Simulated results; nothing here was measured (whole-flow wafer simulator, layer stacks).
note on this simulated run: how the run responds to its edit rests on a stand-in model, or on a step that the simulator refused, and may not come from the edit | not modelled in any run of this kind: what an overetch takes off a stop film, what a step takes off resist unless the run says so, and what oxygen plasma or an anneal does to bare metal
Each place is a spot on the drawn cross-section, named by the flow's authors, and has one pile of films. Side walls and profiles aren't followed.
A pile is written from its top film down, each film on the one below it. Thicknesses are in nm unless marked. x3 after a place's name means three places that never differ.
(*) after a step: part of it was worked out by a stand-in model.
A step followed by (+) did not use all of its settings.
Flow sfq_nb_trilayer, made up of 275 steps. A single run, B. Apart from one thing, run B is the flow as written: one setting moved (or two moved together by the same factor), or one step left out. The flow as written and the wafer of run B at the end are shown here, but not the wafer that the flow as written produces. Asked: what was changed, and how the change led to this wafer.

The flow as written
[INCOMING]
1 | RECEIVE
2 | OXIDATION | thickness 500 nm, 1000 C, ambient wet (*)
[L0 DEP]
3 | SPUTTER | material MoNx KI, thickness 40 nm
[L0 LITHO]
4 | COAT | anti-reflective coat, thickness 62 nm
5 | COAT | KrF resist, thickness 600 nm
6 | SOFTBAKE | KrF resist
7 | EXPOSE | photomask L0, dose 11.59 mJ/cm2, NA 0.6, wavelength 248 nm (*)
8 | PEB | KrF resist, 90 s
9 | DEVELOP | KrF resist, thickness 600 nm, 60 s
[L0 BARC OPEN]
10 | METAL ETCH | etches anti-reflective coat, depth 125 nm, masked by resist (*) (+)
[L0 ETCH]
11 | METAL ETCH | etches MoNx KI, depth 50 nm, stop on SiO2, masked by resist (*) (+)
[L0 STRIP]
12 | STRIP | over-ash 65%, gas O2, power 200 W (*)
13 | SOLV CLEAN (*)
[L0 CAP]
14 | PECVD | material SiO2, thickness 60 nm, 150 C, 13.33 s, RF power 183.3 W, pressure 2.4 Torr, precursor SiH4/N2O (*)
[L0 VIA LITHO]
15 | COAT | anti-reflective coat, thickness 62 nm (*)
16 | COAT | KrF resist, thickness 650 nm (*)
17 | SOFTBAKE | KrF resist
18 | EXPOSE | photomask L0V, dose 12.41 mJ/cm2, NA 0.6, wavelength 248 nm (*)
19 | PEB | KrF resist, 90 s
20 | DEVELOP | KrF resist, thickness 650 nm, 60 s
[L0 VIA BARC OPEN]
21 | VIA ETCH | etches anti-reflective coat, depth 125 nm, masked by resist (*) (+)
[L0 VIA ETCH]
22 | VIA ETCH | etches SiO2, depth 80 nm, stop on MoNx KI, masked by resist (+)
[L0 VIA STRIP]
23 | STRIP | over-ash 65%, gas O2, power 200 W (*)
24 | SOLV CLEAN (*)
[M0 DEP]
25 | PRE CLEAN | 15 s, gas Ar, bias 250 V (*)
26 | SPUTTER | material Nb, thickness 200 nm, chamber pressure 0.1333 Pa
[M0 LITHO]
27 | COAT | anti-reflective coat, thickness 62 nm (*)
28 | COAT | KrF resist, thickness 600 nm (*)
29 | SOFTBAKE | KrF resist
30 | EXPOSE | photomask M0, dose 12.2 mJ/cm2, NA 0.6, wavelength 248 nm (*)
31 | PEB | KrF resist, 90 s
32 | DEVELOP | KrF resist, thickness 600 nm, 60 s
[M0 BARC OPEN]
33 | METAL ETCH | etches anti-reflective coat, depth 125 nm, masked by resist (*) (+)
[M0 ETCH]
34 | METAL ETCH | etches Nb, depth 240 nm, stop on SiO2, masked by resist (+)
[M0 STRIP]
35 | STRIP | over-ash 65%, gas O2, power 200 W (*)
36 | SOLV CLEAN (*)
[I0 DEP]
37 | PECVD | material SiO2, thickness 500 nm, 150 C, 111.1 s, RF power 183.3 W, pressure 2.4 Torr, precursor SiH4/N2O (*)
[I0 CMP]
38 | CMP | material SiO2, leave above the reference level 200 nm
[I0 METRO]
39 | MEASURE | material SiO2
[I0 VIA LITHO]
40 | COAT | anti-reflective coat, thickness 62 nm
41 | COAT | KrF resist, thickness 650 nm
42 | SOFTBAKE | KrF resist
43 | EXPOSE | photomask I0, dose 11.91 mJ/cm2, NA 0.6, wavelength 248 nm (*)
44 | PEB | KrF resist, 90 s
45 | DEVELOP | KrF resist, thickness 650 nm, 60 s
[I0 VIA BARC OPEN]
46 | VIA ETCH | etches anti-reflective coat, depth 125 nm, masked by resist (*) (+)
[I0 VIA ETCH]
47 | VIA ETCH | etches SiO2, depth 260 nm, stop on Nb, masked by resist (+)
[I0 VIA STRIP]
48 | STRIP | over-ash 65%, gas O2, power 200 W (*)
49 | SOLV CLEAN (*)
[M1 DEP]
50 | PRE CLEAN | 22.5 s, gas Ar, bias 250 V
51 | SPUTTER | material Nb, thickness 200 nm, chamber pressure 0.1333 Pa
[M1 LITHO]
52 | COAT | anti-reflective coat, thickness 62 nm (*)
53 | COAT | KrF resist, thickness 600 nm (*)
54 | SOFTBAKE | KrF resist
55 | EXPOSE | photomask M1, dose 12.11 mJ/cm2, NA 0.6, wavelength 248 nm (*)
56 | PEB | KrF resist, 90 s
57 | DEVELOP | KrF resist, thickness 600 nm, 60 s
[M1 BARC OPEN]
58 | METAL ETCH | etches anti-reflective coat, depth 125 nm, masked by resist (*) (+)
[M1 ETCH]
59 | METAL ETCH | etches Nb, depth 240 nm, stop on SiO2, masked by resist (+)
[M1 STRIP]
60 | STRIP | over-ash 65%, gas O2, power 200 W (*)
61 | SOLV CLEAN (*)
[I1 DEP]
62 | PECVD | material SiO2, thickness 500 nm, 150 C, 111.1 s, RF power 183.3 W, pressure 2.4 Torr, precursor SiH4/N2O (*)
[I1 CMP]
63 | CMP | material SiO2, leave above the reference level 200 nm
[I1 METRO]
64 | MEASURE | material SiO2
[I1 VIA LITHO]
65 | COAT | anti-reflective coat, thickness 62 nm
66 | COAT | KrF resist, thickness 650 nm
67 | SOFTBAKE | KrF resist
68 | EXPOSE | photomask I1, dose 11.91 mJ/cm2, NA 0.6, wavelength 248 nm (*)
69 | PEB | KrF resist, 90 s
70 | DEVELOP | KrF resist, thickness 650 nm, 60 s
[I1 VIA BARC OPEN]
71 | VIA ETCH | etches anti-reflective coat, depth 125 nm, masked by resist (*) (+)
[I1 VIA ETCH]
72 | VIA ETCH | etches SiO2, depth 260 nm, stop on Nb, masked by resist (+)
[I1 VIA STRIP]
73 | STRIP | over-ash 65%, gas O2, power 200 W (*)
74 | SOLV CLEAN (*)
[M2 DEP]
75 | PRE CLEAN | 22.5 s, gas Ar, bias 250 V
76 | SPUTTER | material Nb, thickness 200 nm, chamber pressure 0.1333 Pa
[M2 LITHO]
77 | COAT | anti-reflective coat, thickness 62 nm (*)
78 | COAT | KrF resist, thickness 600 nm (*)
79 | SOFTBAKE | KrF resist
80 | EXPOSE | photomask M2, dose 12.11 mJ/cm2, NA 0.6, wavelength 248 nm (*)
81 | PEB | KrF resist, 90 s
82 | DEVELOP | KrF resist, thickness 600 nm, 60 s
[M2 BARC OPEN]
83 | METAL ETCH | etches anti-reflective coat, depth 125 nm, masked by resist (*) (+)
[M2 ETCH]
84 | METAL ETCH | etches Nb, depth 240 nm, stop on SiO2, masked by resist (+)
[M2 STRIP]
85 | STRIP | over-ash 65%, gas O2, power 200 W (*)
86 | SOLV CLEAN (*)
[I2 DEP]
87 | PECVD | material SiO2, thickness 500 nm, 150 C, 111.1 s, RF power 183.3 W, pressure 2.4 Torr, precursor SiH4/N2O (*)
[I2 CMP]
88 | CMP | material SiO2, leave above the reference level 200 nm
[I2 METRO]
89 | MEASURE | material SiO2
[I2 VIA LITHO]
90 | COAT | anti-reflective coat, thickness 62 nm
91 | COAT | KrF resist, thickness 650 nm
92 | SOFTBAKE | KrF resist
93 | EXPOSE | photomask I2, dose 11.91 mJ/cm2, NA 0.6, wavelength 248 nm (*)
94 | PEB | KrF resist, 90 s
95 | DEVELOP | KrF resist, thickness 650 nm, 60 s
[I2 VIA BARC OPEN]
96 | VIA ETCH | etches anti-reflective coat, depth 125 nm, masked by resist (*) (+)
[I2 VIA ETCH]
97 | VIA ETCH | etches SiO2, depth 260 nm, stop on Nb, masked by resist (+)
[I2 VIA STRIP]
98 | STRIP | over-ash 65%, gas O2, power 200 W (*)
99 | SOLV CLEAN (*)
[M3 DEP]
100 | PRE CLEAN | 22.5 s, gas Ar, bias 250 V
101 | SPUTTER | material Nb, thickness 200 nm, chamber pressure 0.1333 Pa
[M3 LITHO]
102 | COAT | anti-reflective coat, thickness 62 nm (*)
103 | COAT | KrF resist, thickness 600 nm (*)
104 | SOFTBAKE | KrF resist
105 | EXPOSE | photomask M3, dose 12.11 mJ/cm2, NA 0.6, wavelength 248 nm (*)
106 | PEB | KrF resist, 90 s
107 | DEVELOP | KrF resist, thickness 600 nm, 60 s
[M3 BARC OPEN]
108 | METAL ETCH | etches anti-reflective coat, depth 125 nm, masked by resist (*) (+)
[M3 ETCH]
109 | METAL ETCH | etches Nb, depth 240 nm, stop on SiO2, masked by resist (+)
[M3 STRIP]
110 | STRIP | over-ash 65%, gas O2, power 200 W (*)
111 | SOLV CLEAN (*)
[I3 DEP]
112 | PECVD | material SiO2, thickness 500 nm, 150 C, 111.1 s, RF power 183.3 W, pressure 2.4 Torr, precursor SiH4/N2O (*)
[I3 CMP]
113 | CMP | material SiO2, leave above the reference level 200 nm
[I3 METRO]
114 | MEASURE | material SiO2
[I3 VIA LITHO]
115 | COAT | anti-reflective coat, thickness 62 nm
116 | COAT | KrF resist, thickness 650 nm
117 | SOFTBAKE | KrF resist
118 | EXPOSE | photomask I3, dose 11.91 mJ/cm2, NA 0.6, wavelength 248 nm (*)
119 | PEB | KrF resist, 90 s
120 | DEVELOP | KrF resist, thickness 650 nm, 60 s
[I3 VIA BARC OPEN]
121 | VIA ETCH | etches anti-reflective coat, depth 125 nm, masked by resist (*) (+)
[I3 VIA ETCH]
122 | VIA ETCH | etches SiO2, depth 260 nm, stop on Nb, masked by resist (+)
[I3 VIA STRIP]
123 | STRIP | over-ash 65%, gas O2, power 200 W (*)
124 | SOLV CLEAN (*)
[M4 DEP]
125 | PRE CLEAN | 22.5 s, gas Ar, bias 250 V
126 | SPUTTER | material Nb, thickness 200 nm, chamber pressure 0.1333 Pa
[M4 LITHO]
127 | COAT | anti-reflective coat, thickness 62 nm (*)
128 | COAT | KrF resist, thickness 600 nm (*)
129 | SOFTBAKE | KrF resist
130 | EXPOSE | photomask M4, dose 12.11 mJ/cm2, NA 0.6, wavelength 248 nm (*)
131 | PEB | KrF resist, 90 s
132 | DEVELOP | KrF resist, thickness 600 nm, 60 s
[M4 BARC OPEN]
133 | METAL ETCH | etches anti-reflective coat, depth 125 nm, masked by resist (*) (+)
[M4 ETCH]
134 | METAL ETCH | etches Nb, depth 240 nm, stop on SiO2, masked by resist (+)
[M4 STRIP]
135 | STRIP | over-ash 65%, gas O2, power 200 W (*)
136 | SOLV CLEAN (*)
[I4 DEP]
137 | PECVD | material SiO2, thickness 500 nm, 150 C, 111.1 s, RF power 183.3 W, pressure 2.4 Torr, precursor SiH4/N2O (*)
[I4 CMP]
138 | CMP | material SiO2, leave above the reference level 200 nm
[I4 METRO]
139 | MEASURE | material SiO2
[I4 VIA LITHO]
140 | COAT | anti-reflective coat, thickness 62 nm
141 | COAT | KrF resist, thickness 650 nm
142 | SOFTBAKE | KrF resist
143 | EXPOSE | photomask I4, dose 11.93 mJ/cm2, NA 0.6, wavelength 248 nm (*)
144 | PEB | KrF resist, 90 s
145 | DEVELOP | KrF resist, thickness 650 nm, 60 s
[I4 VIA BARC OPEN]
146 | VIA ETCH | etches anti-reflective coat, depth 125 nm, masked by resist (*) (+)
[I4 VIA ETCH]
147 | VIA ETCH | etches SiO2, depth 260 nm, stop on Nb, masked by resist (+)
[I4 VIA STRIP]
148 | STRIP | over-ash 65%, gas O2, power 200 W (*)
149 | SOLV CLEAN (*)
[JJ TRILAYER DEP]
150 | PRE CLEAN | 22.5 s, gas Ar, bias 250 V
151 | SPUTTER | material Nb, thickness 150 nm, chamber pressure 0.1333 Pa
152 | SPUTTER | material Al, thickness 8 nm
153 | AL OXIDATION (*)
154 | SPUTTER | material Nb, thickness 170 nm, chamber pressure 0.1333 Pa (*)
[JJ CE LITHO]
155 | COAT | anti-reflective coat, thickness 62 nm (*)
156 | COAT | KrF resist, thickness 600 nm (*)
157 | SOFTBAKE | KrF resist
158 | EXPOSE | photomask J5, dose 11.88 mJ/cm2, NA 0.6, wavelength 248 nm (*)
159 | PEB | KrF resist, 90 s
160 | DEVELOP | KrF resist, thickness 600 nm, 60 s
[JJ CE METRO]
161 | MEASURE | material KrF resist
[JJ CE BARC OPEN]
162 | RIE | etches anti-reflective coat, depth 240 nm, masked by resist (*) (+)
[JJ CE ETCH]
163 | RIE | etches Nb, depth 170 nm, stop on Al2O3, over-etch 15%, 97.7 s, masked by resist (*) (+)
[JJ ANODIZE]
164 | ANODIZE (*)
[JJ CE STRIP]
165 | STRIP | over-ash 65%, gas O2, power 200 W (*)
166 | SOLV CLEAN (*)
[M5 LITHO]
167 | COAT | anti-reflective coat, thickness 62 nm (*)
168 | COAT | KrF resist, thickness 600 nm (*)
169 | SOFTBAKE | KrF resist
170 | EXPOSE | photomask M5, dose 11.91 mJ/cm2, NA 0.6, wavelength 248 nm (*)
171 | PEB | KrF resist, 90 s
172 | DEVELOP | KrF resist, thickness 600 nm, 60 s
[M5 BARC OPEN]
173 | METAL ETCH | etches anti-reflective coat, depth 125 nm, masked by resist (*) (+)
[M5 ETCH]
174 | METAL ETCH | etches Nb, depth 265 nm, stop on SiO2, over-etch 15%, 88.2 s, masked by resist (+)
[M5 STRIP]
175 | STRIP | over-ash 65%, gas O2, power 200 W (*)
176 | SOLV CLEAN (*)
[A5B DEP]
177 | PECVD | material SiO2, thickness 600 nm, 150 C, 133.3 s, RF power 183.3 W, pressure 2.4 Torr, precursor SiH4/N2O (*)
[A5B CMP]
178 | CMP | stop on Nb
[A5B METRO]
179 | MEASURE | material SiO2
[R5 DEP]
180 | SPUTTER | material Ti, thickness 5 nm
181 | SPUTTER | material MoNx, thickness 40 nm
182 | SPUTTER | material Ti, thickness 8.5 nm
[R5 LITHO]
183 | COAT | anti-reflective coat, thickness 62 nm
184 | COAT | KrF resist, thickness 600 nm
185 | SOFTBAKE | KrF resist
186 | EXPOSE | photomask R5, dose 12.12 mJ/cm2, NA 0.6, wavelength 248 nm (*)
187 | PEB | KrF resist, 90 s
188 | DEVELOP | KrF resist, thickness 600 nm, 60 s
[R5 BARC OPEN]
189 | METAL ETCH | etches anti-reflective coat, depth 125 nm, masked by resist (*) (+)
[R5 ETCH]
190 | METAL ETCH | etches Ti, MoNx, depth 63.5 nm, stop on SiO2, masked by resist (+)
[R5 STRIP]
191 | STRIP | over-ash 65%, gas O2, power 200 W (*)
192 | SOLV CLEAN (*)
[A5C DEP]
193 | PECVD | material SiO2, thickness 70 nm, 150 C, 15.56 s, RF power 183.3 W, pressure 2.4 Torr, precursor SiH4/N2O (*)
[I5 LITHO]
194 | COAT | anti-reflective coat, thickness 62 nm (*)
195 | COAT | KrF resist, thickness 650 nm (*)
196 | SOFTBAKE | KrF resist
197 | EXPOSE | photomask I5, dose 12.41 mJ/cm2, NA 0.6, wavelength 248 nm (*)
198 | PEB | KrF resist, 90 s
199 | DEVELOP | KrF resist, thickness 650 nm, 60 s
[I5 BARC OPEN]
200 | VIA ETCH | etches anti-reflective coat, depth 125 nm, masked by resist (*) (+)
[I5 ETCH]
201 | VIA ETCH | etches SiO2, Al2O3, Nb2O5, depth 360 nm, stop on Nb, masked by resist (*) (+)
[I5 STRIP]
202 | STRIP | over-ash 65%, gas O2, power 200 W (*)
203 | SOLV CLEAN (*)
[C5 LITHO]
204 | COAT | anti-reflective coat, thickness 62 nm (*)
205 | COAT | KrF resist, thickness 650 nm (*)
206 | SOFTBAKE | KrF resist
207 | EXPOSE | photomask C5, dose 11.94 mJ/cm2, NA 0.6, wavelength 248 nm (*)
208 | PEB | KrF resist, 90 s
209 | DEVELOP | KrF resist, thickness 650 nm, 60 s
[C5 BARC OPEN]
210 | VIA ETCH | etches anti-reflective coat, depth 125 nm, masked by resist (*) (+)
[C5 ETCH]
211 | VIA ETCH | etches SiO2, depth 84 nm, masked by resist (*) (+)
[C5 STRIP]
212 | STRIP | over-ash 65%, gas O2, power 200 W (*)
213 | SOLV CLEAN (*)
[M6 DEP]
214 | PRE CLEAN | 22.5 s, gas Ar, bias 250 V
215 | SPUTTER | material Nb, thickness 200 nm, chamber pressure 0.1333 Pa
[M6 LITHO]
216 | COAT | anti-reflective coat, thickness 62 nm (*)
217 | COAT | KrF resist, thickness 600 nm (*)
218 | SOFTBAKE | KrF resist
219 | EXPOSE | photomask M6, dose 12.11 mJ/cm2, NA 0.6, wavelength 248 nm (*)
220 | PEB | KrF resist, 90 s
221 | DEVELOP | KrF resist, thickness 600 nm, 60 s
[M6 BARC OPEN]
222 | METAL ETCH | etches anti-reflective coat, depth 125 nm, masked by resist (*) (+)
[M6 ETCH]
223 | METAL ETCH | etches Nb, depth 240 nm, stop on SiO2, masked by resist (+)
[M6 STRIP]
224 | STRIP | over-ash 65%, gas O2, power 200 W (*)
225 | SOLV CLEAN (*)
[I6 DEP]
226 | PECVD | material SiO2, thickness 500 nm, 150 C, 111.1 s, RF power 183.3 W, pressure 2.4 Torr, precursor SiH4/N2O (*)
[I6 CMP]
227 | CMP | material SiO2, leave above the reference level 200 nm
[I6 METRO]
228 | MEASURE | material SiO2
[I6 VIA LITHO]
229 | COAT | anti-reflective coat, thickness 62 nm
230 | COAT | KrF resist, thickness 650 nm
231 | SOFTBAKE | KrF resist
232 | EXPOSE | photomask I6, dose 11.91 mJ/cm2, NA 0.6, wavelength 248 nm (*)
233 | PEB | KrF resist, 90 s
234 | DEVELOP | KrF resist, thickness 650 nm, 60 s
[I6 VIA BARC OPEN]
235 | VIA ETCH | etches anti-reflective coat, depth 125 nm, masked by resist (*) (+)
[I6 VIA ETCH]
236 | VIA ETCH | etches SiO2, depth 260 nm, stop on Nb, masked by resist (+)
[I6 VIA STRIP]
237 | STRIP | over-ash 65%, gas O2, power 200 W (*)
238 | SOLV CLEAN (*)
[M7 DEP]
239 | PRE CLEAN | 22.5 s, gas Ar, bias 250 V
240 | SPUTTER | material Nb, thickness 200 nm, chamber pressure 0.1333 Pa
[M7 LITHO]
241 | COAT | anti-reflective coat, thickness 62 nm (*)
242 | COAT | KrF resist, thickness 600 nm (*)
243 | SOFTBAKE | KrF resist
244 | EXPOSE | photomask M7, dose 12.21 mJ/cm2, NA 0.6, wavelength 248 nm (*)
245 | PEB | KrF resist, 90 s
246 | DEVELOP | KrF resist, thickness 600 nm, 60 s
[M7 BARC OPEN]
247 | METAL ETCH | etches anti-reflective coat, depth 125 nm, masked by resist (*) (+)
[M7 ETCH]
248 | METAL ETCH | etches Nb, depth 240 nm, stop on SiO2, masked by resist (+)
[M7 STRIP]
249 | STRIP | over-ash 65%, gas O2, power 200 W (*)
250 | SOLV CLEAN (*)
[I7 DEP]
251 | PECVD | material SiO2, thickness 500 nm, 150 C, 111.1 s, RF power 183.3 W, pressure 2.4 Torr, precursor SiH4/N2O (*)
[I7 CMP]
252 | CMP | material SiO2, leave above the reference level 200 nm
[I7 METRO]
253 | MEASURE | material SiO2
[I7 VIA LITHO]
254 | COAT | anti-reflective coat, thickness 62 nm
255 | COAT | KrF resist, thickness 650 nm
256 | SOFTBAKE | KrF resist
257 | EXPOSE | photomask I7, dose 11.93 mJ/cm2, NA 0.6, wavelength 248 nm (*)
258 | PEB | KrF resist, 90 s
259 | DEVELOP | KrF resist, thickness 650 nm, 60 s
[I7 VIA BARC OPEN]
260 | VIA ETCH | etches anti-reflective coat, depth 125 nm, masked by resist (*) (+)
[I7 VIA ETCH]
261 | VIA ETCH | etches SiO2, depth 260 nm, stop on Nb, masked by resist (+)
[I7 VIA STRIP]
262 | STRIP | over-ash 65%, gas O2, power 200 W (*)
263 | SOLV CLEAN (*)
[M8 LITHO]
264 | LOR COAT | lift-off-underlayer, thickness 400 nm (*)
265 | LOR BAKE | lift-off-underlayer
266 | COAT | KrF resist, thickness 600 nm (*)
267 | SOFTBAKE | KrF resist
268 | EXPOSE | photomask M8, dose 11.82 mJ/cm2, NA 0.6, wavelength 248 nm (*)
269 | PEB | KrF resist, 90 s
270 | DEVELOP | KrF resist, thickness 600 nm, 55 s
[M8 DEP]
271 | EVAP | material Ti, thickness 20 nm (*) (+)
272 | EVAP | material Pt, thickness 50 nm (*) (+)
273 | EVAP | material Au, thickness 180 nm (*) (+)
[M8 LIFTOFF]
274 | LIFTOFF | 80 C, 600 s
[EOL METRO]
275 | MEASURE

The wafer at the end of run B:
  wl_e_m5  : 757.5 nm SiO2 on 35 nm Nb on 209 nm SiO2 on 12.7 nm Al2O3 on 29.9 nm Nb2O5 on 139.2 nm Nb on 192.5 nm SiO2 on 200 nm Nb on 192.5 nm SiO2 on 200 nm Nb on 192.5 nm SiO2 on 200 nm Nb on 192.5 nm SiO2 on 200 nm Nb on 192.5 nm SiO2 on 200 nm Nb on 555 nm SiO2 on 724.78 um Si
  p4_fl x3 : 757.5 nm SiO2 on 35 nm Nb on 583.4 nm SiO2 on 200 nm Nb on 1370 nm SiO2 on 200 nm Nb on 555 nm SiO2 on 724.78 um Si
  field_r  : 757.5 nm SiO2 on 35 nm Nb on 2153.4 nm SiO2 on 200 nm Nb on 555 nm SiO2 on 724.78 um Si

Cause: step 223, METAL ETCH: depth 165 nm was run, though the flow has depth 240 nm.

The path from the change to this, step by step:
  223 | METAL ETCH | etches Nb, depth 240 nm, stop on SiO2, masked by resist (+)
      field_l, gap, moat and 76 more: Nb loses 165 (it would be, as written: Nb loses 200 (all of it))
      v_sur, via_wl, via_w and 24 more: KrF resist loses 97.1 (it would be, as written: KrF resist loses 141.2)
  224 | STRIP | over-ash 65%, gas O2, power 200 W (*)
      wl_j_sl, wl_j_sr: KrF resist loses 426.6 (all of it), anti-reflective coat loses 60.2 (all of it) (it would be, as written: KrF resist loses 382.5 (all of it), anti-reflective coat loses 60.2 (all of it))
      wl_c_m6, wl_f_m6: KrF resist loses 426.4 (all of it), anti-reflective coat loses 62 (all of it) (it would be, as written: KrF resist loses 382.3 (all of it), anti-reflective coat loses 62 (all of it))
      (and at 23 other places as well)
  226 | PECVD | material SiO2, thickness 500 nm, 150 C, 111.1 s, RF power 183.3 W, pressure 2.4 Torr, precursor SiH4/N2O (*)
      field_l, p4_fl x3, p4_w1 x9 and 52 more: SiO2 gains 500 (new film) (it would be, as written: SiO2 gains 500)
      moat, field_r, lsp_l, ln_m5, lsp_m: SiO2 gains 494.7 (new film) (it would be, as written: SiO2 gains 493.6)
      (and at 9 other places as well)
  227 | CMP | material SiO2, leave above the reference level 200 nm
      field_l, p4_fl x3, p4_w1 x9 and 49 more: SiO2 loses 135 (it would be, as written: SiO2 loses 100)
      moat, field_r, lsp_l, ln_m5, lsp_m: SiO2 loses 129.7 (it would be, as written: SiO2 loses 93.6)
      (and at 8 other places as well)
With metal films that touch counted as one body, wl_e_m5 has 7 bodies (between them, from the top down: SiO2 209 / Al2O3 12.7 / Nb2O5 29.9; SiO2 192.5; SiO2 192.5; SiO2 192.5; SiO2 192.5; SiO2 192.5); the flow as written gives 6 bodies (between them, from the top down: SiO2 192.5; SiO2 192.5; SiO2 192.5; SiO2 192.5; SiO2 192.5).
With metal films that touch counted as one body, p4_fl x3 has 3 bodies (between them, from the top down: SiO2 583.4; SiO2 1370); the flow as written gives 2 bodies (between them, from the top down: SiO2 1370).
With metal films that touch counted as one body, field_r has 2 bodies (between them, from the top down: SiO2 2153.4); the flow as written gives 1 body.
